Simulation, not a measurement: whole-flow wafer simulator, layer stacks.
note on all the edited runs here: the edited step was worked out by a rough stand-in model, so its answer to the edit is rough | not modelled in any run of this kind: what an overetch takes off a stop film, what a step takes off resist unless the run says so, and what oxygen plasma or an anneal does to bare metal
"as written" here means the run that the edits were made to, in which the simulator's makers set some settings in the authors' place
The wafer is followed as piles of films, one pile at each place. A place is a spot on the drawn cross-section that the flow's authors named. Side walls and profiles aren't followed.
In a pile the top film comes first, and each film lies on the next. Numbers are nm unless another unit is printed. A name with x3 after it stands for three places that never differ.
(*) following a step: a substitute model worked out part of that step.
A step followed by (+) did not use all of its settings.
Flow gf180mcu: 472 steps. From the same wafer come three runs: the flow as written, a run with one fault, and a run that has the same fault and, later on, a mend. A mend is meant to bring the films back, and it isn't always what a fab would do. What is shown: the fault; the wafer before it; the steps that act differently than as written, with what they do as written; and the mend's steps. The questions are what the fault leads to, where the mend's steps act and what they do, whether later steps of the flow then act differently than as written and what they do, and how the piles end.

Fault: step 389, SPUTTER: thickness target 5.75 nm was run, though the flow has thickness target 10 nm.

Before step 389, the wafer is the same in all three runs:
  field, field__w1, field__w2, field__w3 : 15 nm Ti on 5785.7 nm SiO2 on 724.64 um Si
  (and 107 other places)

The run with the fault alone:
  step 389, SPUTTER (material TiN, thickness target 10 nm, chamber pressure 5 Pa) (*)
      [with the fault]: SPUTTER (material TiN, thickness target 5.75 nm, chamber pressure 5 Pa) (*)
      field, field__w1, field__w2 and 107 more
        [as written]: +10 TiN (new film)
        [with the fault]: +5.75 TiN (new film)
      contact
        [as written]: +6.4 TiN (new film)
        [with the fault]: +3.69 TiN (new film)
  Steps further on in the flow that do not act as written (1 other step is not shown; it differs only slightly, by no more than 2% or 0.5 nm, whichever is larger):
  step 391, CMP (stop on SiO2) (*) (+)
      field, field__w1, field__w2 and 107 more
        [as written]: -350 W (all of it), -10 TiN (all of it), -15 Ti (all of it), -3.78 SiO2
        [with the fault]: -350 W (all of it), -5.75 TiN (all of it), -15 Ti (all of it), -3.74 SiO2
  At contact, the piles at the end differ from the flow's by more than 2% or 0.5 nm, whichever is larger.
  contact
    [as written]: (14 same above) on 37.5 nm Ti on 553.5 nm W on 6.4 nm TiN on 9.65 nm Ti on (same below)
    [with the fault]: (14 same above) on 37.5 nm Ti on 556.3 nm W on 3.69 nm TiN on 9.65 nm Ti on (same below)

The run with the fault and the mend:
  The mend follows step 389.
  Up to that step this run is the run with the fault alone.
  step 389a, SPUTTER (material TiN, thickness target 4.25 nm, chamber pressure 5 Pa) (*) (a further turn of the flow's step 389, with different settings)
      field, field__w1, field__w2 and 107 more
        +4.25 TiN
      contact
        +2.72 TiN
  Every later step of the flow that is run acts as written at every place that is followed.
  By the end, the piles equal the flow's at every place that both follow.
